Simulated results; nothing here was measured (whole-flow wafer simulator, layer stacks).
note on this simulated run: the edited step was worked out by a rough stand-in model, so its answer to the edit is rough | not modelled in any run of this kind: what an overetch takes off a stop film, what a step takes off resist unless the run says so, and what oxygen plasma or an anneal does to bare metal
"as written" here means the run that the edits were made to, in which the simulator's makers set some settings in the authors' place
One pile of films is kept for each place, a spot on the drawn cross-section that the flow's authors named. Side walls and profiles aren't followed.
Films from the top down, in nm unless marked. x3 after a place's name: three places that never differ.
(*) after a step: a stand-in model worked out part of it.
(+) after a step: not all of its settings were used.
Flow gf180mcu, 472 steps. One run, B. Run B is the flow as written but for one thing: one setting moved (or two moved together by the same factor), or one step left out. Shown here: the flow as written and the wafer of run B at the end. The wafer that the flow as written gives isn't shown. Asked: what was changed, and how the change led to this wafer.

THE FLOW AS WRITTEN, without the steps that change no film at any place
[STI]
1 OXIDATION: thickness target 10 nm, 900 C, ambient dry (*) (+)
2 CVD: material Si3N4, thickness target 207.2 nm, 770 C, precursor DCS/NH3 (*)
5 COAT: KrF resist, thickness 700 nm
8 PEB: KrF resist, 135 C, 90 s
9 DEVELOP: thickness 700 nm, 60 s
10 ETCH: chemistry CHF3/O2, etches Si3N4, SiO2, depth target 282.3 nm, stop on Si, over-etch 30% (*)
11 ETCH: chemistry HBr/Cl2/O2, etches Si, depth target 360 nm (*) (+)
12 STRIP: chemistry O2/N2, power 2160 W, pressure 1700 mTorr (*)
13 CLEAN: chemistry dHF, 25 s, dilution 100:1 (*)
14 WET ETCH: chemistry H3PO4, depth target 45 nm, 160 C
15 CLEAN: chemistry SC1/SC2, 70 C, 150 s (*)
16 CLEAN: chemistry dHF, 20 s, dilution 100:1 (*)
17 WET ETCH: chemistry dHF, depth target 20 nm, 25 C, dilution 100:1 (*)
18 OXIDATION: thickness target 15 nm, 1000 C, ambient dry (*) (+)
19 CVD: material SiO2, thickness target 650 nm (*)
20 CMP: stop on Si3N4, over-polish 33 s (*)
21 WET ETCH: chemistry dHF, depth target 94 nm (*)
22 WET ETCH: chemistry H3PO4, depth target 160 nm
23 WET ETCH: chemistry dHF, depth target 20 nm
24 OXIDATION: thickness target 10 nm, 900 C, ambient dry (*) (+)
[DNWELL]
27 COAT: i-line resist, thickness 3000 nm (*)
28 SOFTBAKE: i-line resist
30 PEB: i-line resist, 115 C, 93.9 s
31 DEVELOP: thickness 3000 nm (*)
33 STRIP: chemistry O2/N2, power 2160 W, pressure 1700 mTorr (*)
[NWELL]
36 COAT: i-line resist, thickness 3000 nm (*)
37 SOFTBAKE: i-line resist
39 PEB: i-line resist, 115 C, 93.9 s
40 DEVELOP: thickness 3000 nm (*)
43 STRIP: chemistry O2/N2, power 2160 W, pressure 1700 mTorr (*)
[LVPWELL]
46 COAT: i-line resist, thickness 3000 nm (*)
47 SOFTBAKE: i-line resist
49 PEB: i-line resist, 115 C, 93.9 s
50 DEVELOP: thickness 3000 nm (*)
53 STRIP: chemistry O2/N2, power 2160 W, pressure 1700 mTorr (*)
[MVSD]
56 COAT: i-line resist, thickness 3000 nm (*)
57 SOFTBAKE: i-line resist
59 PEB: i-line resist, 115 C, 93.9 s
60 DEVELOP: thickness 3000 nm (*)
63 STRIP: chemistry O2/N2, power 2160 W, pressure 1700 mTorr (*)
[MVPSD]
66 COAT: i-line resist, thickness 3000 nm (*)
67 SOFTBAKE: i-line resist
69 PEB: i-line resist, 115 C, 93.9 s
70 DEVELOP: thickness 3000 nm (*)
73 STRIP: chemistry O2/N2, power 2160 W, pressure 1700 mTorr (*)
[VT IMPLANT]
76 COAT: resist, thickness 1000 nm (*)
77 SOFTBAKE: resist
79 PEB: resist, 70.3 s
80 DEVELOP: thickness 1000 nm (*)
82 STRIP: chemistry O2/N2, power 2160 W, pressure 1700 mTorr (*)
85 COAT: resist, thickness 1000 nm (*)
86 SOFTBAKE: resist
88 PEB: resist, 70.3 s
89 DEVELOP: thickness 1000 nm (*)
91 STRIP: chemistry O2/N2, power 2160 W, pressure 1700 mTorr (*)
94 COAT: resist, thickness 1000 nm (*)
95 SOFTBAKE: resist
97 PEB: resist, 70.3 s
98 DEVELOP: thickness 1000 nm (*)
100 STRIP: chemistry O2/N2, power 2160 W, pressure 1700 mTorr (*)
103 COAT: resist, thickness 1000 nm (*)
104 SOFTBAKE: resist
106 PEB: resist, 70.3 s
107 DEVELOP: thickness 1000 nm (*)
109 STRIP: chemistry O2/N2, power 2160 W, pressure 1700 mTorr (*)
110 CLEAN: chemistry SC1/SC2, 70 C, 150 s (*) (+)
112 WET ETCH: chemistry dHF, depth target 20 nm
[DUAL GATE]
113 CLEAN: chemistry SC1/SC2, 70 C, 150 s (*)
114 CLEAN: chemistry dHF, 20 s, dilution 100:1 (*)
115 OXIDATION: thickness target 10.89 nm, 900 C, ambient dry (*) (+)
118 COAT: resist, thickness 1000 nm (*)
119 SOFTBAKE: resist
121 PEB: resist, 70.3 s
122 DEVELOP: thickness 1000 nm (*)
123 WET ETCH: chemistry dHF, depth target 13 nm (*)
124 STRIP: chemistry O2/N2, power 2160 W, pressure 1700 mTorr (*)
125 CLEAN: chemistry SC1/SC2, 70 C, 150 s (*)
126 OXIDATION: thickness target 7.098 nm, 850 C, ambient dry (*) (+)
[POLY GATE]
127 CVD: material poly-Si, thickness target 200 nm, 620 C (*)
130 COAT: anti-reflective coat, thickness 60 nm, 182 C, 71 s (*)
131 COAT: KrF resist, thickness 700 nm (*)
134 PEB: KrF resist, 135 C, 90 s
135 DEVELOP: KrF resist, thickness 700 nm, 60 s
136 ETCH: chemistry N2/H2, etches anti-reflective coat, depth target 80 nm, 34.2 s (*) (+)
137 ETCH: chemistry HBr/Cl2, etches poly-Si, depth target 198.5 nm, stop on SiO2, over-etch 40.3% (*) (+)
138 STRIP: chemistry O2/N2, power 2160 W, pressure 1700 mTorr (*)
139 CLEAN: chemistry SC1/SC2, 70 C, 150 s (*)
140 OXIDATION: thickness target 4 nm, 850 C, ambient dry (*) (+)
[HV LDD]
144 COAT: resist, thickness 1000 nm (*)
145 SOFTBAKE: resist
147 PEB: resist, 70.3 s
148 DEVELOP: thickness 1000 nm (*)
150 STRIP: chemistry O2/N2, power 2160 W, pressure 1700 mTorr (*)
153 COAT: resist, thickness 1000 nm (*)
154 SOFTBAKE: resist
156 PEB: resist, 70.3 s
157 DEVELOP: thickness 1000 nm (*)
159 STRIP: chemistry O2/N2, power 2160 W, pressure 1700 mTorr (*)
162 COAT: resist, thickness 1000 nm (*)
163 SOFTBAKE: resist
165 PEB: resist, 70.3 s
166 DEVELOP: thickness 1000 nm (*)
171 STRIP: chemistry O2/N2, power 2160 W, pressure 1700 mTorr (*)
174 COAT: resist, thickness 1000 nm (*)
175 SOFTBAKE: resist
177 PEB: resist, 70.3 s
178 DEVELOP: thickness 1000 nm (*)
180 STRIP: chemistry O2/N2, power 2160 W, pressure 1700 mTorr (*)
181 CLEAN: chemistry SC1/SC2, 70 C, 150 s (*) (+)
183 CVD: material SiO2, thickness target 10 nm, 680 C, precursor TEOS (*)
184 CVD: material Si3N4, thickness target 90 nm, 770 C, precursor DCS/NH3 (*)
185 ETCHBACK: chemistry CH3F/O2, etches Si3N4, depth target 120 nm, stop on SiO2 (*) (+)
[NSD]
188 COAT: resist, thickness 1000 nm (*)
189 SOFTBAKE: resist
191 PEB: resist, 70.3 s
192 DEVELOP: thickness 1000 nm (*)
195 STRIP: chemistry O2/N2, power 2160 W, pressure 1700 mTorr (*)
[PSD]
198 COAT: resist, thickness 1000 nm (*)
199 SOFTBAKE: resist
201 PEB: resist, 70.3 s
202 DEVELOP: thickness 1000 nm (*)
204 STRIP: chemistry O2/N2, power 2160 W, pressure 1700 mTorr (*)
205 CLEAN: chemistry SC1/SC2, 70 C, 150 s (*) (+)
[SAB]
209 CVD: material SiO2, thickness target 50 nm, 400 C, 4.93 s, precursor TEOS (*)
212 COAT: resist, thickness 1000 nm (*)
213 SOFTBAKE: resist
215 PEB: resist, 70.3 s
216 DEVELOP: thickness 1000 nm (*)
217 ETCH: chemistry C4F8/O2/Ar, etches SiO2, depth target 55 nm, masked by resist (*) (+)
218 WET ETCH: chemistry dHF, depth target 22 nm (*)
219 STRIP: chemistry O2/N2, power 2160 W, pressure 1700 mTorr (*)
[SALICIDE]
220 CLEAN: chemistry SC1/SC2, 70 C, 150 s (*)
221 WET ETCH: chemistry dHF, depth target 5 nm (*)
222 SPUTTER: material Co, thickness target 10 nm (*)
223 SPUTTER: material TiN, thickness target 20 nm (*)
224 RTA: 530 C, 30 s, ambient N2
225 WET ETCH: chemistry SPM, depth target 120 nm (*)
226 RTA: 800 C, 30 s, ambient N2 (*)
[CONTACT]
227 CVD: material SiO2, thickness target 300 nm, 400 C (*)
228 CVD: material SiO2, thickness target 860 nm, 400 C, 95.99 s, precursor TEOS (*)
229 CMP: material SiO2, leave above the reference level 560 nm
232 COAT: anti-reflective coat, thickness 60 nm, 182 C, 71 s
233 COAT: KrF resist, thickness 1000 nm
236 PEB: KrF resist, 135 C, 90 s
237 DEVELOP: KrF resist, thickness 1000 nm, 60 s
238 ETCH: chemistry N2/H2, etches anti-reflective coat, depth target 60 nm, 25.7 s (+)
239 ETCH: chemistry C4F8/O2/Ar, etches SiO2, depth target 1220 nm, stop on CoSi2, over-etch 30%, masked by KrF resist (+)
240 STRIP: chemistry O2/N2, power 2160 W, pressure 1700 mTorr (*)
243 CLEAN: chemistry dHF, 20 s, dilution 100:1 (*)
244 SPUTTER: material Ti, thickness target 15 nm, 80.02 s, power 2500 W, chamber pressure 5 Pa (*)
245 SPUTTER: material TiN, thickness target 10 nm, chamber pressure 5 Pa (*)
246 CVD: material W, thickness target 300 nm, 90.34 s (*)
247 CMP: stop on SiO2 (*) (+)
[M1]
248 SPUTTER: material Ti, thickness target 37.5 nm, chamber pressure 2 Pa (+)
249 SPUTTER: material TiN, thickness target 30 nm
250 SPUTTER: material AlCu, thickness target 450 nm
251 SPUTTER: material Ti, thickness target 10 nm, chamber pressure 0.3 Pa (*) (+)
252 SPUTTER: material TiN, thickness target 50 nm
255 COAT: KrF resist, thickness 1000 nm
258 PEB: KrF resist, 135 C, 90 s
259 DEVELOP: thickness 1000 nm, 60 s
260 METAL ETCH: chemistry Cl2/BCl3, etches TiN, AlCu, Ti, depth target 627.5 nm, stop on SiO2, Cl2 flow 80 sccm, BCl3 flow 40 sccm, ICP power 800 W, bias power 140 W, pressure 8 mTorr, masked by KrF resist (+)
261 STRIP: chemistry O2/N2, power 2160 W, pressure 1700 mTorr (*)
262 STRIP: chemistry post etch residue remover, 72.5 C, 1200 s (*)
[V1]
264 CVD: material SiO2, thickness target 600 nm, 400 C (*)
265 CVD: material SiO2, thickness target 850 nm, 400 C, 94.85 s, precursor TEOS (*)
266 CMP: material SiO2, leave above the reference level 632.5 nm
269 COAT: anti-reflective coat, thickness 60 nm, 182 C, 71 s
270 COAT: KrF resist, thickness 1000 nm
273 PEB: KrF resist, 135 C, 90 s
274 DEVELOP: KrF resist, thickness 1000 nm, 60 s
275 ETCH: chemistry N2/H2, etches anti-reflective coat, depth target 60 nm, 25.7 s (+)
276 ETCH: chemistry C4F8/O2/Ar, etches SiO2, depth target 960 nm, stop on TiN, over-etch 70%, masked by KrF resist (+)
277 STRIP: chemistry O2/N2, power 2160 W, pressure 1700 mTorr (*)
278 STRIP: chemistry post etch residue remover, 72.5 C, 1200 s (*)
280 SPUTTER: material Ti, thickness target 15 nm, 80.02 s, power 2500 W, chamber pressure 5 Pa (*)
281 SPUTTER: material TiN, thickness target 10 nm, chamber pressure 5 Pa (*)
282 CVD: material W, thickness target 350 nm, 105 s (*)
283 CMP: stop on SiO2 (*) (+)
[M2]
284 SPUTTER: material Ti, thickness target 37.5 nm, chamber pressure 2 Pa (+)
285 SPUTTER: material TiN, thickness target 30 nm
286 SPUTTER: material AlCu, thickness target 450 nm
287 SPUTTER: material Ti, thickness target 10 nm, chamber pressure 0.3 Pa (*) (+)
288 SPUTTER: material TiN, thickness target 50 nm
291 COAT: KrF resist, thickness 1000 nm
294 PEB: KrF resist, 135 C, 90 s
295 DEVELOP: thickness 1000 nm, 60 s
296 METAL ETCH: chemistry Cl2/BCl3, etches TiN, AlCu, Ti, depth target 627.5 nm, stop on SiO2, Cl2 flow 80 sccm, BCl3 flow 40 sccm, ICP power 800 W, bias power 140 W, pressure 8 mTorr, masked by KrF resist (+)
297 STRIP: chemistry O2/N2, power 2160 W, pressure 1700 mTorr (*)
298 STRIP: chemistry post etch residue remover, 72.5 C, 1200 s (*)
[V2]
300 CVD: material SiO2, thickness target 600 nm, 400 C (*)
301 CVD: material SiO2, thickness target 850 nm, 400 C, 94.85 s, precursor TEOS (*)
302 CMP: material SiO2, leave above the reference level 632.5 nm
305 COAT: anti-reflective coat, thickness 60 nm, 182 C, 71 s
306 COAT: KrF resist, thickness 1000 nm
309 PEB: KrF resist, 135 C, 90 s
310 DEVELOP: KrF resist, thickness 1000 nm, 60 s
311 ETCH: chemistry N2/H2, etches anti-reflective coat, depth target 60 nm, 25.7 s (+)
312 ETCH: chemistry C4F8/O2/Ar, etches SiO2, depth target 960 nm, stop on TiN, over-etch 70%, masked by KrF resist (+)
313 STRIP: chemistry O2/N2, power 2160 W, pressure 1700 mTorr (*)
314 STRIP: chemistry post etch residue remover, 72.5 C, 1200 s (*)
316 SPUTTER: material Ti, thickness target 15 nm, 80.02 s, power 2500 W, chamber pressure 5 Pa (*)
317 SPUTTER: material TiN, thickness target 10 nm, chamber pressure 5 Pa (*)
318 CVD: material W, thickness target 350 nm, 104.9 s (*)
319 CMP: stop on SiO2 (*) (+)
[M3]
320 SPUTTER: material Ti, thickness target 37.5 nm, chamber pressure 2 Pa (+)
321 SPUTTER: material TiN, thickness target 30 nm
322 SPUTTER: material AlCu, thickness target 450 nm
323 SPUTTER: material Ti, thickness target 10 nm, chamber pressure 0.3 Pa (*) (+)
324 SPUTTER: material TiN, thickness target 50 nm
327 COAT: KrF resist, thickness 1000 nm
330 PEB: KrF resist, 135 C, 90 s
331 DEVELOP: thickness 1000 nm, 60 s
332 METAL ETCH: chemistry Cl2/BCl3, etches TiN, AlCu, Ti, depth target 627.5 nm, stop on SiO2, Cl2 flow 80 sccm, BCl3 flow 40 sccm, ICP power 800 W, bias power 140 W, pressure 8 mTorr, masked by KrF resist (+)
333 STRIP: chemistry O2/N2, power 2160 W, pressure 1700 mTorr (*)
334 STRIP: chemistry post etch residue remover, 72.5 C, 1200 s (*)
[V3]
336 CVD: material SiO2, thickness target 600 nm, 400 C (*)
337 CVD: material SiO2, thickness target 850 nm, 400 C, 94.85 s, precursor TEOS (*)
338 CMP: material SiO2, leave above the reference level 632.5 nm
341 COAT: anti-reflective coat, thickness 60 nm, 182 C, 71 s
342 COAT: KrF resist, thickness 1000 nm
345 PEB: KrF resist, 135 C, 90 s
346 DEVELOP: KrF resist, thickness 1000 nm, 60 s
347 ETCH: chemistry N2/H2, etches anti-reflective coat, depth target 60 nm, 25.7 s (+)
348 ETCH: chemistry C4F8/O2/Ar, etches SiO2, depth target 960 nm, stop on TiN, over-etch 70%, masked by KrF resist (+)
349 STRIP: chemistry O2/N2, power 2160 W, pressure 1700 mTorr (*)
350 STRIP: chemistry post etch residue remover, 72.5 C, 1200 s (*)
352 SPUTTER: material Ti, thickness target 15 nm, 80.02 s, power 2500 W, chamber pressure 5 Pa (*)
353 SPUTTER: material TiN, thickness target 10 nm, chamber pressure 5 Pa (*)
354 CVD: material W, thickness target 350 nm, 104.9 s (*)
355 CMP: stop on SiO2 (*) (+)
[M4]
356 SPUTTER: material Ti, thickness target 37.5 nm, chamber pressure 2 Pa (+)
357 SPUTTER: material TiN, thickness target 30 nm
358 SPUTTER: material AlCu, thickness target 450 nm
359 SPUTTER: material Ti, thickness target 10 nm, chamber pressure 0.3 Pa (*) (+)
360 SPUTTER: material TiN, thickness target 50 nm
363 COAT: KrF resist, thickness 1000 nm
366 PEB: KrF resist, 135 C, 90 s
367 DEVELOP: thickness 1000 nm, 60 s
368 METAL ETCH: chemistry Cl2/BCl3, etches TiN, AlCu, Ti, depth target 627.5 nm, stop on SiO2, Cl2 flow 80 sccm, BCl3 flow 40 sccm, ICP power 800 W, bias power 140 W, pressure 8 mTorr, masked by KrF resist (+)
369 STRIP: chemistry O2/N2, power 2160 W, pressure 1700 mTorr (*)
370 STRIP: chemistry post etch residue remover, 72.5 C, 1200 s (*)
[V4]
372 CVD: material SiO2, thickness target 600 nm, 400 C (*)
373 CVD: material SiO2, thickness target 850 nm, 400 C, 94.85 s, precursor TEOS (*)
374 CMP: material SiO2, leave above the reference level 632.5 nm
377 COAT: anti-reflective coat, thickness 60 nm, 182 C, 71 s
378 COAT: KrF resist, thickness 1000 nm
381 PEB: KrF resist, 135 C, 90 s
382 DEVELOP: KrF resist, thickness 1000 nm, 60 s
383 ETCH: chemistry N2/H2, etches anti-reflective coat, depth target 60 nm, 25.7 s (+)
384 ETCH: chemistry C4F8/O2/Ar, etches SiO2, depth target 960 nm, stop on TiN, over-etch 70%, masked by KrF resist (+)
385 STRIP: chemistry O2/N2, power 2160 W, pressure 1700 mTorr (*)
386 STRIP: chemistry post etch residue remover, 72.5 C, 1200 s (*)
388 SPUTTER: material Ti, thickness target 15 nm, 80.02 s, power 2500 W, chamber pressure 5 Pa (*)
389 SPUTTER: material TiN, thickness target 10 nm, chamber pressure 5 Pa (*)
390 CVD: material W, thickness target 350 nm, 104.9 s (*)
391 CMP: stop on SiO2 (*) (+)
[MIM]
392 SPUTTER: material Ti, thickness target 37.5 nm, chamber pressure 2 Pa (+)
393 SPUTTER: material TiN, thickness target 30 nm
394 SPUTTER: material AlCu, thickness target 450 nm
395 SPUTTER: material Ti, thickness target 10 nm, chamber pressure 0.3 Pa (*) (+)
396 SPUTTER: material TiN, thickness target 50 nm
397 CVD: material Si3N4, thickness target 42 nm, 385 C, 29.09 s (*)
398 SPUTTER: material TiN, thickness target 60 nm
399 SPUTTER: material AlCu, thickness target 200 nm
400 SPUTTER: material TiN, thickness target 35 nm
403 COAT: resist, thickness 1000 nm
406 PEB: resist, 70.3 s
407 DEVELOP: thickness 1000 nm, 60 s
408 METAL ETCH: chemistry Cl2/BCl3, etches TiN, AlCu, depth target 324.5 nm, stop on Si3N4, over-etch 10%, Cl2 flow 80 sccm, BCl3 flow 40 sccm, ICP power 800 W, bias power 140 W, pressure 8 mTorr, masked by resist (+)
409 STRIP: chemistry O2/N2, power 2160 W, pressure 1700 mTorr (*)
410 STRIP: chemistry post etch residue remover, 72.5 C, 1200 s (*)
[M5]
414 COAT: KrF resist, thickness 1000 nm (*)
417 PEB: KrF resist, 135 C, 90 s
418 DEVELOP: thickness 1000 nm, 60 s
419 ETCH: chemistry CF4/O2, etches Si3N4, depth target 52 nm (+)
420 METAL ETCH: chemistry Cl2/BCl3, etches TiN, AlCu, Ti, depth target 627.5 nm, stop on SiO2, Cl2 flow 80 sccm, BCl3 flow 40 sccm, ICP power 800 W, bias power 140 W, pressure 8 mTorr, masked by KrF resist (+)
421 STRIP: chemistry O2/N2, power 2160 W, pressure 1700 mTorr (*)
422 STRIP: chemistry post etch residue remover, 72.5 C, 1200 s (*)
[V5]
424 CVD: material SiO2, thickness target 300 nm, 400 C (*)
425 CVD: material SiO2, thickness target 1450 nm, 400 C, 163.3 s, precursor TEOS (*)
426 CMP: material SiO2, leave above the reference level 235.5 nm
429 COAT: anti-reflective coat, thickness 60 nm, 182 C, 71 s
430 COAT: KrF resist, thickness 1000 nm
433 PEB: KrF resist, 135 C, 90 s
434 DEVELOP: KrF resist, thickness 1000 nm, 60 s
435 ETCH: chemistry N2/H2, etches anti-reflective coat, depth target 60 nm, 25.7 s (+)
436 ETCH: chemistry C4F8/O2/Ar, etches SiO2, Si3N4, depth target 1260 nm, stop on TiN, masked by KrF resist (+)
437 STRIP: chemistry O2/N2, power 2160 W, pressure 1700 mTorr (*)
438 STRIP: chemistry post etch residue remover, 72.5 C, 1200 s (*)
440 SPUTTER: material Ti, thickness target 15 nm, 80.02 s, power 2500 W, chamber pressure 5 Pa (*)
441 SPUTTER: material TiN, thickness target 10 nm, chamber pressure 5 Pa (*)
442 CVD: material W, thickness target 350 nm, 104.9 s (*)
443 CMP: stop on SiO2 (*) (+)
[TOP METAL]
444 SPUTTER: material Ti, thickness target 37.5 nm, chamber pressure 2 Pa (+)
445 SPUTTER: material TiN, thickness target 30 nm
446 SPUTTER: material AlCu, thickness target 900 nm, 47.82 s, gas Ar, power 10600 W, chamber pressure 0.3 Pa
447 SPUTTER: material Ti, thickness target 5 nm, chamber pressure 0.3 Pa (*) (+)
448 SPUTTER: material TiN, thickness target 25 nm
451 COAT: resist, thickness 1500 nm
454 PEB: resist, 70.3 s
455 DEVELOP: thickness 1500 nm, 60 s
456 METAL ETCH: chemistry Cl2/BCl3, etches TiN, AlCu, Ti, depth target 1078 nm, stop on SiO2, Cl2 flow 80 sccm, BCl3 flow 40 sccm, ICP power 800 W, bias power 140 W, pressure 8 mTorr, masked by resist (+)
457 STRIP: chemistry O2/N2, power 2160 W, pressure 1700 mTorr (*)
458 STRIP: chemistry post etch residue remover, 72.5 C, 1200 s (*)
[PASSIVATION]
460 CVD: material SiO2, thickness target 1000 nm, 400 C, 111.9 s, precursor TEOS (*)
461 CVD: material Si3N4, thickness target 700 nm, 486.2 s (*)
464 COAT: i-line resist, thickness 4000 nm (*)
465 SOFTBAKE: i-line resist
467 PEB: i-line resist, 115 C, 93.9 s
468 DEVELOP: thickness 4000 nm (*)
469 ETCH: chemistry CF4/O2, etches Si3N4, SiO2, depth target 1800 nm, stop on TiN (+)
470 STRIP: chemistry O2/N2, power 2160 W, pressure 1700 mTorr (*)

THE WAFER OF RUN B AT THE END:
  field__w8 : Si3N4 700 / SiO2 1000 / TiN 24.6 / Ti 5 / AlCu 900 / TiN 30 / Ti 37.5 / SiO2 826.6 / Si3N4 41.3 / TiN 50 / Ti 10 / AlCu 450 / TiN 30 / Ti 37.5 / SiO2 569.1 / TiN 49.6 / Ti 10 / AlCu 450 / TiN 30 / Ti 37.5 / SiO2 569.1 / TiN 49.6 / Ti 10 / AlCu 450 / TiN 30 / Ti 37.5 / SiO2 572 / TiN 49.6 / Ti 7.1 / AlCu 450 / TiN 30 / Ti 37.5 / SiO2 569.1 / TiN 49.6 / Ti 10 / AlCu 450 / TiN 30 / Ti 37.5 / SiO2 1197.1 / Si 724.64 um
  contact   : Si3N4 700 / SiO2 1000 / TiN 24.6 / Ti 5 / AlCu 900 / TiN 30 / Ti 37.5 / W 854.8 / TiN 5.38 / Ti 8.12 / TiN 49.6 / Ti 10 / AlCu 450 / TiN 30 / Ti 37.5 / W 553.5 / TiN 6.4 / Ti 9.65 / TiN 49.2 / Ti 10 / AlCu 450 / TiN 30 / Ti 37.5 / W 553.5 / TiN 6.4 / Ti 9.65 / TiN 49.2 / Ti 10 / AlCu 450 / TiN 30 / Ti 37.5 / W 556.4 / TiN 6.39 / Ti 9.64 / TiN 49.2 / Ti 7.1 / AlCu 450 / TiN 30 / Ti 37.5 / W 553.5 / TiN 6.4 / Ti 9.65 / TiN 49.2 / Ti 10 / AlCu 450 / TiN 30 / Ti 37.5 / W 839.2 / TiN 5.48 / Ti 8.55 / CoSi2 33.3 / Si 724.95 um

The cause: step 287, SPUTTER: thickness target 7.1 nm was run, where the flow has thickness target 10 nm.
It can be read off the wafer: field__w8 has Ti 7.1, and step 287 as written asks for 10 nm.

How the change led to this, step by step:
  287 SPUTTER: material Ti, thickness target 10 nm, chamber pressure 0.3 Pa (*) (+)
      field, field__w1, field__w2 and 108 more: Ti +7.1 (new film) (as written it would be: Ti +10 (new film))
  296 METAL ETCH: chemistry Cl2/BCl3, etches TiN, AlCu, Ti, depth target 627.5 nm, stop on SiO2, Cl2 flow 80 sccm, BCl3 flow 40 sccm, ICP power 800 W, bias power 140 W, pressure 8 mTorr, masked by KrF resist (+)
      field, field__w1, field__w2 and 103 more: TiN -50 (all of it), Ti -7.1 (all of it), AlCu -450 (all of it), TiN -30 (all of it), Ti -37.5 (all of it) (as written it would be: TiN -50 (all of it), Ti -10 (all of it), AlCu -450 (all of it), TiN -30 (all of it), Ti -37.5 (all of it))
